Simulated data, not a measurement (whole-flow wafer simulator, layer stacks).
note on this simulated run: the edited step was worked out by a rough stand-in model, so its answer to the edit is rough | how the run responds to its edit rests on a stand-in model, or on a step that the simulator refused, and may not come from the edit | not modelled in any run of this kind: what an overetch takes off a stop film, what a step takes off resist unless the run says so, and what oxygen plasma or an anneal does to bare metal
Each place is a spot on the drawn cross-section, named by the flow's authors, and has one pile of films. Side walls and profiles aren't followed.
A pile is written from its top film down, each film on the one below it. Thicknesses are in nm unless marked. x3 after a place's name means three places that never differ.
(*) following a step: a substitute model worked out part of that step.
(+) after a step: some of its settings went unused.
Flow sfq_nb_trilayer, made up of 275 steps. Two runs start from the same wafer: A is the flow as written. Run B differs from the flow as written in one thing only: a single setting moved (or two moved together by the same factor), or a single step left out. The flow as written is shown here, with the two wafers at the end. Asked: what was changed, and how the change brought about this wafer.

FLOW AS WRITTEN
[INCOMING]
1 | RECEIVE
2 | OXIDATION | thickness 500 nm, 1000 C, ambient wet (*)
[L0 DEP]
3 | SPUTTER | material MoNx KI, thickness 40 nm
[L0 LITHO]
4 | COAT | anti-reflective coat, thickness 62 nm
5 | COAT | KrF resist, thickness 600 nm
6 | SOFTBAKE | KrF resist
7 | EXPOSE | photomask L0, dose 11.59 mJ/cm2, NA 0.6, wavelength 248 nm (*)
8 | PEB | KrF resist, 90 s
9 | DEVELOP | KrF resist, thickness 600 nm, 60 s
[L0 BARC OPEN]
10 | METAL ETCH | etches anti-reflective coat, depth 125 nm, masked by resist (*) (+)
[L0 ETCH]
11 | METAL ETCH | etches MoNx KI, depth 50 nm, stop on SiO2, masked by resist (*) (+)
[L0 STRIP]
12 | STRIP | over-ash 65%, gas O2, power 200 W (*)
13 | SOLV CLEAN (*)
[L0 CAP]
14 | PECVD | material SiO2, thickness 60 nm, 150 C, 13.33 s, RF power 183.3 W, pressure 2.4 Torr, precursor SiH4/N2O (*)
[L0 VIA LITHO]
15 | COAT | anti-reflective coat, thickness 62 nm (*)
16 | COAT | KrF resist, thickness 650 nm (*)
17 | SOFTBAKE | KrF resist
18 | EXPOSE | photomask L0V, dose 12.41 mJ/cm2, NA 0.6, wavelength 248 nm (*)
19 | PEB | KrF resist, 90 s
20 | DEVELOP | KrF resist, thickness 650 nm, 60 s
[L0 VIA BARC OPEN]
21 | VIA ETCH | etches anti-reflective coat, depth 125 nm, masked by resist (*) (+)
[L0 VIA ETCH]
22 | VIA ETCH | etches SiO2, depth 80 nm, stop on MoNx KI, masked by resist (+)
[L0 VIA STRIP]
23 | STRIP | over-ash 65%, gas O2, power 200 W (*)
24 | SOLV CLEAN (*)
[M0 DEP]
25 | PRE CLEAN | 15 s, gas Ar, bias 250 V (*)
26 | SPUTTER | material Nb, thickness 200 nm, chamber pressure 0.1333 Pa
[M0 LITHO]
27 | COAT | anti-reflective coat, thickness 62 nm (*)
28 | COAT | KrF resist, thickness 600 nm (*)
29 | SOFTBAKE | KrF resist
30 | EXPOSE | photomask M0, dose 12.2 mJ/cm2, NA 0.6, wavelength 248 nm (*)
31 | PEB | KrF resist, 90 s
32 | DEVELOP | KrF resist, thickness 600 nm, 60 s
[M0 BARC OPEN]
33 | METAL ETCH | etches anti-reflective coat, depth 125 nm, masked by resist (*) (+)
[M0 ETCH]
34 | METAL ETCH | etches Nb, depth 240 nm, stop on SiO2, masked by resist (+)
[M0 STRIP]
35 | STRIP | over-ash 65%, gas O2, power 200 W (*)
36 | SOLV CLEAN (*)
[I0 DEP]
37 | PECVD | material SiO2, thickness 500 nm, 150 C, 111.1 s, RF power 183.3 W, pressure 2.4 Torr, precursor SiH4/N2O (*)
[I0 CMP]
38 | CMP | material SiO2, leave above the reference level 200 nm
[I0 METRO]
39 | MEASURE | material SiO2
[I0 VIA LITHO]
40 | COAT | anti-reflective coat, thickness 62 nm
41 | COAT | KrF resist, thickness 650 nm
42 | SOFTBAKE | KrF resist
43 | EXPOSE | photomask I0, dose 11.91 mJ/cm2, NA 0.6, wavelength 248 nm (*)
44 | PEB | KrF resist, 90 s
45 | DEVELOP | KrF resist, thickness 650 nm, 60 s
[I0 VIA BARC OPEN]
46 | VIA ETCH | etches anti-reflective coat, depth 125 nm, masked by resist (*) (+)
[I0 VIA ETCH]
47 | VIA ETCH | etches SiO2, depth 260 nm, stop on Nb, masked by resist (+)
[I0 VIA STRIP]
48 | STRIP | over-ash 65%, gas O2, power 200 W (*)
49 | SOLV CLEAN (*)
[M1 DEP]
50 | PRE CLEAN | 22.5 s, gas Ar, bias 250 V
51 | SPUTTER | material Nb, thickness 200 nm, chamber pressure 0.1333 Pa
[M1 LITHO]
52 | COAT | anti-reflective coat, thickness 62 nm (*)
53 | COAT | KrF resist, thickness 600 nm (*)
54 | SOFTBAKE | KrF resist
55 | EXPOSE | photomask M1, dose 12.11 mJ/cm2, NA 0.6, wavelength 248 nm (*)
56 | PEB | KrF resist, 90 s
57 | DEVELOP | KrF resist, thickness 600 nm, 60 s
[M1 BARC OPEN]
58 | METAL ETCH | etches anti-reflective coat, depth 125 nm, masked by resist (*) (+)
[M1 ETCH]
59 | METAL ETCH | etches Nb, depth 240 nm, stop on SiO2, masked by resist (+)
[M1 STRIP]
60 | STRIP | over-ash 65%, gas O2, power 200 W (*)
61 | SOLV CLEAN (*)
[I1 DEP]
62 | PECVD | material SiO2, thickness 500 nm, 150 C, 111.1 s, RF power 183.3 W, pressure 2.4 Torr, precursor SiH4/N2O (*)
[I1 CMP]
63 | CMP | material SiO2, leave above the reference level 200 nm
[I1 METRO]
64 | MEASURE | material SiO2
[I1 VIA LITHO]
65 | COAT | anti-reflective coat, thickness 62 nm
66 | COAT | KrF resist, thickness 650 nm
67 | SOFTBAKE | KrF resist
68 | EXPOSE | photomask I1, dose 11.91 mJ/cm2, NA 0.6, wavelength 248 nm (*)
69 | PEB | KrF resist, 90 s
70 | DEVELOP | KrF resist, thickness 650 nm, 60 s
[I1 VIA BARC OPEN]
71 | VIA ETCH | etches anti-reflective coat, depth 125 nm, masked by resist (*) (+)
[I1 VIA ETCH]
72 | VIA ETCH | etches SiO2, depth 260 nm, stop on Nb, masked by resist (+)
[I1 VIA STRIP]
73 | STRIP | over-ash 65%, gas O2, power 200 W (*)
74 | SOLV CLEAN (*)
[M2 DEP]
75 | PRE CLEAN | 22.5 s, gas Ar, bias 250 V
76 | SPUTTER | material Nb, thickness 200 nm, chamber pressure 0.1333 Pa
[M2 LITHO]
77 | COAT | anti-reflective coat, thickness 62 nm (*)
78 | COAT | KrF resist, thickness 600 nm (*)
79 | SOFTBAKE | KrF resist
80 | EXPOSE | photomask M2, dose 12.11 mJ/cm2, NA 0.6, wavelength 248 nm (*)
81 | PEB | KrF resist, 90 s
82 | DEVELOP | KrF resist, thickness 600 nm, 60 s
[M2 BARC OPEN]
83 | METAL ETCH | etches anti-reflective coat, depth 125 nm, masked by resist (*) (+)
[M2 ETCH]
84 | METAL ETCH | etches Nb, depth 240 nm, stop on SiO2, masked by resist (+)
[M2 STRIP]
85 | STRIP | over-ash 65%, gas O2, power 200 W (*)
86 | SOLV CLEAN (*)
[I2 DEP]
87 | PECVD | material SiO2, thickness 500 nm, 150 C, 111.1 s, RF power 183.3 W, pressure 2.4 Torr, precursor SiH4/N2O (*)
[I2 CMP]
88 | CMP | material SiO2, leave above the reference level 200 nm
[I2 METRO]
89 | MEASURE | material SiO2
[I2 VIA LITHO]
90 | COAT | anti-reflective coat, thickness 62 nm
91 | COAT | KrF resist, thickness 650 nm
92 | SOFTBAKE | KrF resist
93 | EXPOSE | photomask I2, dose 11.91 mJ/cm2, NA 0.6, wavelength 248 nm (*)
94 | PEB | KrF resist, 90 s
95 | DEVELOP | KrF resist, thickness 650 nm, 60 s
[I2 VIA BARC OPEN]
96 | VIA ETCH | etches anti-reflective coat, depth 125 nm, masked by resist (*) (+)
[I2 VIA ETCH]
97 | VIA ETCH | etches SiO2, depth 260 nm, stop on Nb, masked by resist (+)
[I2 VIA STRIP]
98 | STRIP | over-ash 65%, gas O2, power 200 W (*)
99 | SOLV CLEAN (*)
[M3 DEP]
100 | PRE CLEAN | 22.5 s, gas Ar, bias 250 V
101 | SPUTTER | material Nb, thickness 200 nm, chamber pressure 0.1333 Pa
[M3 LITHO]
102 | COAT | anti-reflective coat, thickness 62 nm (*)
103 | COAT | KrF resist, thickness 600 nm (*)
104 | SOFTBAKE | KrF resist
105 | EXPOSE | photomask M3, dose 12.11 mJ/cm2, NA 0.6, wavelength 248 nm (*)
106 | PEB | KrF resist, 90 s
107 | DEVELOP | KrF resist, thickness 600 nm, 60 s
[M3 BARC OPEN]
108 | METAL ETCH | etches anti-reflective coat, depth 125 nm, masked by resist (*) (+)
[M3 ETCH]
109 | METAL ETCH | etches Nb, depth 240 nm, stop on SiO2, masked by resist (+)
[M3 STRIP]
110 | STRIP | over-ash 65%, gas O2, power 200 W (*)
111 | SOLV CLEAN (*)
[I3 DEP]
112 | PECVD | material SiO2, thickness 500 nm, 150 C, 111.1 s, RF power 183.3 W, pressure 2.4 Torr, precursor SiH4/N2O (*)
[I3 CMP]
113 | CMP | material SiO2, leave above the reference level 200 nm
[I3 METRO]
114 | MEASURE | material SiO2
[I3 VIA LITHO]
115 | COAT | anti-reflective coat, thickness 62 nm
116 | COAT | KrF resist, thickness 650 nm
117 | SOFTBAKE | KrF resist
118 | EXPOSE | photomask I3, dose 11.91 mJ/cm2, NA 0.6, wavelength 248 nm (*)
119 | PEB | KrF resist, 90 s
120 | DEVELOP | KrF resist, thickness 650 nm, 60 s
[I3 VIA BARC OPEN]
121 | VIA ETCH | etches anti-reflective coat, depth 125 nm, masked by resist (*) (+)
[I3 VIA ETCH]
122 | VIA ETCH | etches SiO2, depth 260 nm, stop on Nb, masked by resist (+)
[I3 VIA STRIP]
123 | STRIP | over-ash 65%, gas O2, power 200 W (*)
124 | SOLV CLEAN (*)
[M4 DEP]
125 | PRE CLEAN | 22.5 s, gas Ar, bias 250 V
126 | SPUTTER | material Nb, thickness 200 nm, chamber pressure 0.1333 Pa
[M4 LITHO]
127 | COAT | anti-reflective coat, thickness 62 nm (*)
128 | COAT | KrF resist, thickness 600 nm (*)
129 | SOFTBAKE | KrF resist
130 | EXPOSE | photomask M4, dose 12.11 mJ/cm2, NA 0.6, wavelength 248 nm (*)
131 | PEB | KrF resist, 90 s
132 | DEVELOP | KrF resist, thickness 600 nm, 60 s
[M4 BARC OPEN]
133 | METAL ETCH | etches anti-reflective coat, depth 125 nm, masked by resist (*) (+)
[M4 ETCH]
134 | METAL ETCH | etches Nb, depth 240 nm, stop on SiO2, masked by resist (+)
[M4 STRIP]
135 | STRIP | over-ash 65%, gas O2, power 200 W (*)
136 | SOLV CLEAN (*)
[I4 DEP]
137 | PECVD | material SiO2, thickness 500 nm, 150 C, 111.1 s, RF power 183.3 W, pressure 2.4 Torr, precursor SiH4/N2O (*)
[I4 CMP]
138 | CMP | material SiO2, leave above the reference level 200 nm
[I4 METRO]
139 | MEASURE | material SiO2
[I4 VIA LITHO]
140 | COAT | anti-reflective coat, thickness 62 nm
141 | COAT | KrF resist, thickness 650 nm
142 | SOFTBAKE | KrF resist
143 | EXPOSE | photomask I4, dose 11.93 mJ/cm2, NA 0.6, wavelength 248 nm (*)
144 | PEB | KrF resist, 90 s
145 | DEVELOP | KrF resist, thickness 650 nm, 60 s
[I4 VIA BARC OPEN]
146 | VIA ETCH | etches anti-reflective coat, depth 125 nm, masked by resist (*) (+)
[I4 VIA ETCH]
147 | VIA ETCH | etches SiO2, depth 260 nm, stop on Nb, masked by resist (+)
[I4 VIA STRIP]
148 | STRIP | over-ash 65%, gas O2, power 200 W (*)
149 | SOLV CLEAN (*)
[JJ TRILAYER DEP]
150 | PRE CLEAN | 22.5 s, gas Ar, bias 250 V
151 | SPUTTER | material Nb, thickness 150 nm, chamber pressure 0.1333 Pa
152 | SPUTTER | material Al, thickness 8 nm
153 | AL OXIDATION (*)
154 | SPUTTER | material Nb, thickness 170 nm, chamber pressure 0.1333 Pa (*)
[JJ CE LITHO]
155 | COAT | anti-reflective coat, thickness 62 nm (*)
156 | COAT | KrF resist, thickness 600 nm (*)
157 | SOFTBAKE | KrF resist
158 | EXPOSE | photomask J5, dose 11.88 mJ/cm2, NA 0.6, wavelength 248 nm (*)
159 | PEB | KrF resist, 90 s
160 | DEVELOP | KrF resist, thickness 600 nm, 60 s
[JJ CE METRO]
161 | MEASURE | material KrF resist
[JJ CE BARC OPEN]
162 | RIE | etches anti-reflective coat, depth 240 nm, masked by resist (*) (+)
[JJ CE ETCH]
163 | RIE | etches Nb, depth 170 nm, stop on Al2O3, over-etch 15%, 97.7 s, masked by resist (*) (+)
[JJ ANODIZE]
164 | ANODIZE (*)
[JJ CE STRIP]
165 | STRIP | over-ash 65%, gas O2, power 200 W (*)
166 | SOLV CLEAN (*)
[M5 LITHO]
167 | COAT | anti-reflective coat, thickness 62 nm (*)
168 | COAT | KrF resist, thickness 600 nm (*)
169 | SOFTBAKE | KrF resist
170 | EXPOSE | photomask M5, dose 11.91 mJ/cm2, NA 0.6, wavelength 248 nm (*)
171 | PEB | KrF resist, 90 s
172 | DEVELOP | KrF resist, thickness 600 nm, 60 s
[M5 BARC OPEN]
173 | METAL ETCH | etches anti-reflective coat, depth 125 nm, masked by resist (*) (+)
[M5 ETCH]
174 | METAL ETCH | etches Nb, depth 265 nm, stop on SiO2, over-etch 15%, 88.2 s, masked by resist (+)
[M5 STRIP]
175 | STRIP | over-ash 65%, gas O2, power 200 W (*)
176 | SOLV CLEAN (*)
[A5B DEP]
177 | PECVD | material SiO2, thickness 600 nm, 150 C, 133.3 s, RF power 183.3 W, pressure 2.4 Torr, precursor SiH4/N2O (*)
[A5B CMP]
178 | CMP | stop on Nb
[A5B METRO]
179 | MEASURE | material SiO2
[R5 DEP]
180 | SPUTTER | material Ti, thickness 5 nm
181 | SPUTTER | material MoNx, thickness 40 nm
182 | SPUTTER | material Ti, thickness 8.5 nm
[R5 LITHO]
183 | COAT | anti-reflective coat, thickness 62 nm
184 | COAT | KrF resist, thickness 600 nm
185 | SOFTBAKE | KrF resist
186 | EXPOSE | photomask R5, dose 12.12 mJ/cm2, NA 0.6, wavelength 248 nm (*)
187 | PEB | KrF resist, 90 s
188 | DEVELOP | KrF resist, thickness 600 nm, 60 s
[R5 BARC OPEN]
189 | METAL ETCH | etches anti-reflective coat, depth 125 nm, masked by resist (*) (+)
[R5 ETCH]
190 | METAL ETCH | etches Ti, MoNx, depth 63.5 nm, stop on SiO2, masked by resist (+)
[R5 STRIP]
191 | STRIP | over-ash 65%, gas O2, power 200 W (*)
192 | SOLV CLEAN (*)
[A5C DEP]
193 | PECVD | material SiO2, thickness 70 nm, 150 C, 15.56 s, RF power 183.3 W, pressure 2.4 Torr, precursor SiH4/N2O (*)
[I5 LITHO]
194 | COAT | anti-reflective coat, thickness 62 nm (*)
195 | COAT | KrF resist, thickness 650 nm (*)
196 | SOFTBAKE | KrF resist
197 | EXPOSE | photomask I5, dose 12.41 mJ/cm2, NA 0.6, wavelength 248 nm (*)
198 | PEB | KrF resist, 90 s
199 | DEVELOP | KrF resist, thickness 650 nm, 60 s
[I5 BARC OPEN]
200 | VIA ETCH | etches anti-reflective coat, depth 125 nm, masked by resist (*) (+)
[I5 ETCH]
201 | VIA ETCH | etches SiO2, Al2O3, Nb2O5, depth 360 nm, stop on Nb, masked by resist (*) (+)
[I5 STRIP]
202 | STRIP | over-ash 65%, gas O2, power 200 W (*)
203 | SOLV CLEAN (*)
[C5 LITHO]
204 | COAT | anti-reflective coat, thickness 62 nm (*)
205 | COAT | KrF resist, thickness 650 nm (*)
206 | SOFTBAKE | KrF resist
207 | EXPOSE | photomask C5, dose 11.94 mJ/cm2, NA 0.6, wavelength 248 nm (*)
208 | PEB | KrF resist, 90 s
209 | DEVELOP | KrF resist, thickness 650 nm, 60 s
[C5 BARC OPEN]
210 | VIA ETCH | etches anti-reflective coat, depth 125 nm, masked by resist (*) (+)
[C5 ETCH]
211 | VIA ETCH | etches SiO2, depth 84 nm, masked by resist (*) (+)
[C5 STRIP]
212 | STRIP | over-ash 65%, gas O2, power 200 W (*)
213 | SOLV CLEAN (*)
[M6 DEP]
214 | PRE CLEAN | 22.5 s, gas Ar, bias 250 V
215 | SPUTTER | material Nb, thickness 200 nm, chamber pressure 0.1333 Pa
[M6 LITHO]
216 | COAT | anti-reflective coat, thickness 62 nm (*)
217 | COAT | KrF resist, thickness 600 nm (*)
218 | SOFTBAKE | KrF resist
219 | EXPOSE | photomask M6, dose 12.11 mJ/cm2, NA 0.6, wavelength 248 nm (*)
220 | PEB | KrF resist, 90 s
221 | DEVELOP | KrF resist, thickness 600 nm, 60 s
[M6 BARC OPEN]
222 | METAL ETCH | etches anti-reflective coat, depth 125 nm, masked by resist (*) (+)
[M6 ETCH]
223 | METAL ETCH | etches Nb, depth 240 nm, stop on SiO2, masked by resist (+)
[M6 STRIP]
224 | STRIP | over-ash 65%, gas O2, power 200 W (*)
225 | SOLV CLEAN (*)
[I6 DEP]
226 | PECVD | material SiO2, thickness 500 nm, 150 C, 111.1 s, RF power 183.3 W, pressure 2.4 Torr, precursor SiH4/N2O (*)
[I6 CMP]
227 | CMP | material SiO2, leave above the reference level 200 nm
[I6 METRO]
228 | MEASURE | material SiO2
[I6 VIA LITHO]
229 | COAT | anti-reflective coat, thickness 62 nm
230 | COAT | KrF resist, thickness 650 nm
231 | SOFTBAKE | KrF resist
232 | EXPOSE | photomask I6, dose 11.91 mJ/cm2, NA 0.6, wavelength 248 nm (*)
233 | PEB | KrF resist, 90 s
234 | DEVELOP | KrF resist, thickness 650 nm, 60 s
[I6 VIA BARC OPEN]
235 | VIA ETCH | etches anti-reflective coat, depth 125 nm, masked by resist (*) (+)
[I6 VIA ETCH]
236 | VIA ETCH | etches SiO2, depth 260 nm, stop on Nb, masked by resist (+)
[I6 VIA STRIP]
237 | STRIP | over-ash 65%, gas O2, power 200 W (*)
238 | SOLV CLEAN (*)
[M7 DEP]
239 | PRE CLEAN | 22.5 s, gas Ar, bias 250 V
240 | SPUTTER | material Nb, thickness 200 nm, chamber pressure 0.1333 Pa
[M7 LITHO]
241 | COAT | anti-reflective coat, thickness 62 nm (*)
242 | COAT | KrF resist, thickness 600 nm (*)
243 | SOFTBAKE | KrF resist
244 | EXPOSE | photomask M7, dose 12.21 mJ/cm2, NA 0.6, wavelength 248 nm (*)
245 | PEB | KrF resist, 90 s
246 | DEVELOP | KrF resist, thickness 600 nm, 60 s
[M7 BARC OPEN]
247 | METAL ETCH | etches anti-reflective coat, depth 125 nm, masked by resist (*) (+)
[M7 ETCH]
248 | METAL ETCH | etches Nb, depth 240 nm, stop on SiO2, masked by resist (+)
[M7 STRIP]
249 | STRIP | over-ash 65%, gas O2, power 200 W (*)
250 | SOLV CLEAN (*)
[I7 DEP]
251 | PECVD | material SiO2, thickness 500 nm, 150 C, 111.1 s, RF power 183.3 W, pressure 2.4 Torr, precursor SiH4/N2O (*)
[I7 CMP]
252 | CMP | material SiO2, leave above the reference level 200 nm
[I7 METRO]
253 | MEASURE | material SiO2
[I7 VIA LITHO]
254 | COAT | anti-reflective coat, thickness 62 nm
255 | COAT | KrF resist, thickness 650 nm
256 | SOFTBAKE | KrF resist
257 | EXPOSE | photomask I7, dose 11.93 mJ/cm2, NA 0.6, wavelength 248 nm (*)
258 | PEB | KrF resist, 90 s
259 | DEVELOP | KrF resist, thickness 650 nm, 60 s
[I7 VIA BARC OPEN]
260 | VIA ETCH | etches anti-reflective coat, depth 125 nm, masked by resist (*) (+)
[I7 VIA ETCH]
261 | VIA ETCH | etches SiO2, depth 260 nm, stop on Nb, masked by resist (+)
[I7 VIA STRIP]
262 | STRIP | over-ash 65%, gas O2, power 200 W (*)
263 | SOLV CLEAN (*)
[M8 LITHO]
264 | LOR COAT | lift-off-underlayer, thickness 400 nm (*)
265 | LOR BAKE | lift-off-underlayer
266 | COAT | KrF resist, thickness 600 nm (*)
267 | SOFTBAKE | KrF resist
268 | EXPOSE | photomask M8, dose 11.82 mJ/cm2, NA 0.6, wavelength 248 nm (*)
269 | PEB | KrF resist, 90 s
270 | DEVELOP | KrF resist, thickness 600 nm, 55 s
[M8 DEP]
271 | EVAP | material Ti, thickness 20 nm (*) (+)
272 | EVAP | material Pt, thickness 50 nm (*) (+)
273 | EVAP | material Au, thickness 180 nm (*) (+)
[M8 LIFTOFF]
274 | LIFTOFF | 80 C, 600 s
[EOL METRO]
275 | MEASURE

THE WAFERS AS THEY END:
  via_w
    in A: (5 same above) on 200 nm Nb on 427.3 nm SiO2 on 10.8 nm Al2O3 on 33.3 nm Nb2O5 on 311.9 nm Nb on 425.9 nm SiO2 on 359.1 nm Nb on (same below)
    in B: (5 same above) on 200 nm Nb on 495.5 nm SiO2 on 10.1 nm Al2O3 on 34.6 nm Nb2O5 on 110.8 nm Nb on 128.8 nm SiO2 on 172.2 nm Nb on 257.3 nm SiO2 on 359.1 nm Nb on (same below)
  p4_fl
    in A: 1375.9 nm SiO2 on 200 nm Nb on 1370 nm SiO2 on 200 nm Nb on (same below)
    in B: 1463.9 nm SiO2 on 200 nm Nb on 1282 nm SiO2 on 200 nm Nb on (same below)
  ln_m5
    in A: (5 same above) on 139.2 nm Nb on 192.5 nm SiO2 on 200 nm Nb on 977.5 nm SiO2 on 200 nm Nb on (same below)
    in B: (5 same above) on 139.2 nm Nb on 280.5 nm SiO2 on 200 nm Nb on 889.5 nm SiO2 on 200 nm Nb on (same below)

Cause: step 112, PECVD: thickness 312 nm was run, while the flow as written has thickness 500 nm; step 112, PECVD: 69.44 s was run, where the flow has 111.1 s.

How this came from the change, step by step:
  112 | PECVD | material SiO2, thickness 500 nm, 150 C, 111.1 s, RF power 183.3 W, pressure 2.4 Torr, precursor SiH4/N2O (*)
      field_l, be, be_sur and 64 more: A SiO2 gains 500 | B SiO2 gains 312
      v_sur, via_wl, via_wr and 27 more: A SiO2 gains 500 (new film) | B SiO2 gains 312 (new film)
      (also at 9 further places)
  113 | CMP | material SiO2, leave above the reference level 200 nm
      field_l, be, be_sur and 64 more: A SiO2 loses 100 | B nothing
      p4_g1, p4_g2, p3_s0, p3_s1, p3_s2, p3_s3, p3_s4, p3_s5: A SiO2 loses 157.1 | B nothing
      (also at 31 further places)
  115 | COAT | anti-reflective coat, thickness 62 nm
      m0r_line_l, m0r_line_r, m6r_line_l, m6r_line_r, m7r_line_l, m7r_line_r: A anti-reflective coat gains 62 (new film) | B anti-reflective coat gains 63.5 (new film)
      m0r_space_l, m0r_space_r, m6r_space_l, m6r_space_r, m7r_space_l, m7r_space_r: A anti-reflective coat gains 62 (new film) | B anti-reflective coat gains 74.3 (new film)
      (also at 75 further places)
  116 | COAT | KrF resist, thickness 650 nm
      m0r_line_l, m0r_line_r, m6r_line_l, m6r_line_r, m7r_line_l, m7r_line_r: A KrF resist gains 650 (new film) | B KrF resist gains 667.4 (new film)
      p4_fl, p3_s1: A KrF resist gains 650 (new film) | B KrF resist gains 665.5 (new film)
      (also at 47 further places)
  120 | DEVELOP | KrF resist, thickness 650 nm, 60 s
      via_v: A KrF resist loses 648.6 (all of it) | B KrF resist loses 615.7 (all of it)
  121 | VIA ETCH | etches anti-reflective coat, depth 125 nm, masked by resist (*) (+)
      field_l, v_sur, via_wl and 102 more: A KrF resist loses 51.7 | B KrF resist loses 45.7
      via_v: A anti-reflective coat loses 62 (all of it), SiO2 loses 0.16 | B anti-reflective coat loses 54.8 (all of it), SiO2 loses 0.14
  123 | STRIP | over-ash 65%, gas O2, power 200 W (*)
      m0r_line_l, m0r_line_r, m6r_line_l, m6r_line_r, m7r_line_l, m7r_line_r: A KrF resist loses 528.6 (all of it), anti-reflective coat loses 62 (all of it) | B KrF resist loses 552 (all of it), anti-reflective coat loses 63.5 (all of it)
      m0r_space_l, m0r_space_r, m6r_space_l, m6r_space_r, m7r_space_l, m7r_space_r: A KrF resist loses 528.6 (all of it), anti-reflective coat loses 62 (all of it) | B KrF resist loses 544.8 (all of it), anti-reflective coat loses 74.3 (all of it)
      (also at 82 further places)
  126 | SPUTTER | material Nb, thickness 200 nm, chamber pressure 0.1333 Pa
      via_w: A Nb gains 200 (new film) | B Nb gains 172.2 (new film)
  127 | COAT | anti-reflective coat, thickness 62 nm (*)
      m0r_line_l, m0r_line_r, m6r_line_l, m6r_line_r, m7r_line_l, m7r_line_r: A anti-reflective coat gains 62 (new film) | B anti-reflective coat gains 63.6 (new film)
      m0r_space_l, m0r_space_r, m6r_space_l, m6r_space_r, m7r_space_l, m7r_space_r: A anti-reflective coat gains 62 (new film) | B anti-reflective coat gains 72 (new film)
      (also at 75 further places)
  128 | COAT | KrF resist, thickness 600 nm (*)
      m0r_line_l, m0r_line_r, m6r_line_l, m6r_line_r, m7r_line_l, m7r_line_r: A KrF resist gains 600 (new film) | B KrF resist gains 615.4 (new film)
      p3_s1, wl_f_sr: A KrF resist gains 600 (new film) | B KrF resist gains 619.6 (new film)
      (also at 49 further places)
  132 | DEVELOP | KrF resist, thickness 600 nm, 60 s
      m0r_line_l, m0r_line_r, m6r_line_l, m6r_line_r, m7r_line_l, m7r_line_r: A KrF resist loses 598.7 (all of it) | B KrF resist loses 614.1 (all of it)
      p3_s1, wl_f_sr: A KrF resist loses 598.7 (all of it) | B KrF resist loses 618.3 (all of it)
      (also at 22 further places)
  133 | METAL ETCH | etches anti-reflective coat, depth 125 nm, masked by resist (*) (+)
      v_sur, via_wl, via_w and 36 more: A KrF resist loses 51.7 | B KrF resist loses 58.1
      m0r_line_l, m0r_line_r, m6r_line_l, m6r_line_r, m7r_line_l, m7r_line_r: A anti-reflective coat loses 62 (all of it) | B anti-reflective coat loses 63.6 (all of it)
      (also at 45 further places)
  135 | STRIP | over-ash 65%, gas O2, power 200 W (*)
      v_sur: A KrF resist loses 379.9 (all of it), anti-reflective coat loses 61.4 (all of it) | B KrF resist loses 329.7 (all of it), anti-reflective coat loses 46.4 (all of it)
      via_wl: A KrF resist loses 379.4 (all of it), anti-reflective coat loses 61.3 (all of it) | B KrF resist loses 334.4 (all of it), anti-reflective coat loses 42.1 (all of it)
      (also at 34 further places)
  137 | PECVD | material SiO2, thickness 500 nm, 150 C, 111.1 s, RF power 183.3 W, pressure 2.4 Torr, precursor SiH4/N2O (*)
      p3_s0, p3_s1, p3_s2, p3_s3, p3_s4, p3_s5: A SiO2 gains 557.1 | B SiO2 gains 645.1
      via_w: A SiO2 gains 500 (new film) | B SiO2 gains 553.5 (new film)
  138 | CMP | material SiO2, leave above the reference level 200 nm
      field_l, be, be_sur and 55 more: A SiO2 loses 100 | B SiO2 loses 12
      ln_m5, lsp_m, ln_m6, p4_fl, p4_fm, p4_g1, p4_g2, p4_fr: A SiO2 loses 300 | B SiO2 loses 212
      (also at 4 further places)
  147 | VIA ETCH | etches SiO2, depth 260 nm, stop on Nb, masked by resist (+)
      via_w: A SiO2 loses 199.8 (all of it) | B SiO2 loses 260
  ... another 14 steps ...
  178 | CMP | stop on Nb
      via_w: A SiO2 loses 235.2 | B SiO2 loses 226.5
With metal films that touch counted as one body, via_w has 6 bodies (between them, from the top down: SiO2 192.5; SiO2 495.5 / Al2O3 10.1 / Nb2O5 34.6; SiO2 128.8; SiO2 257.3; SiO2 416.9); the flow as written gives 5 bodies (between them, from the top down: SiO2 192.5; SiO2 427.3 / Al2O3 10.8 / Nb2O5 33.3; SiO2 425.9; SiO2 416.9).
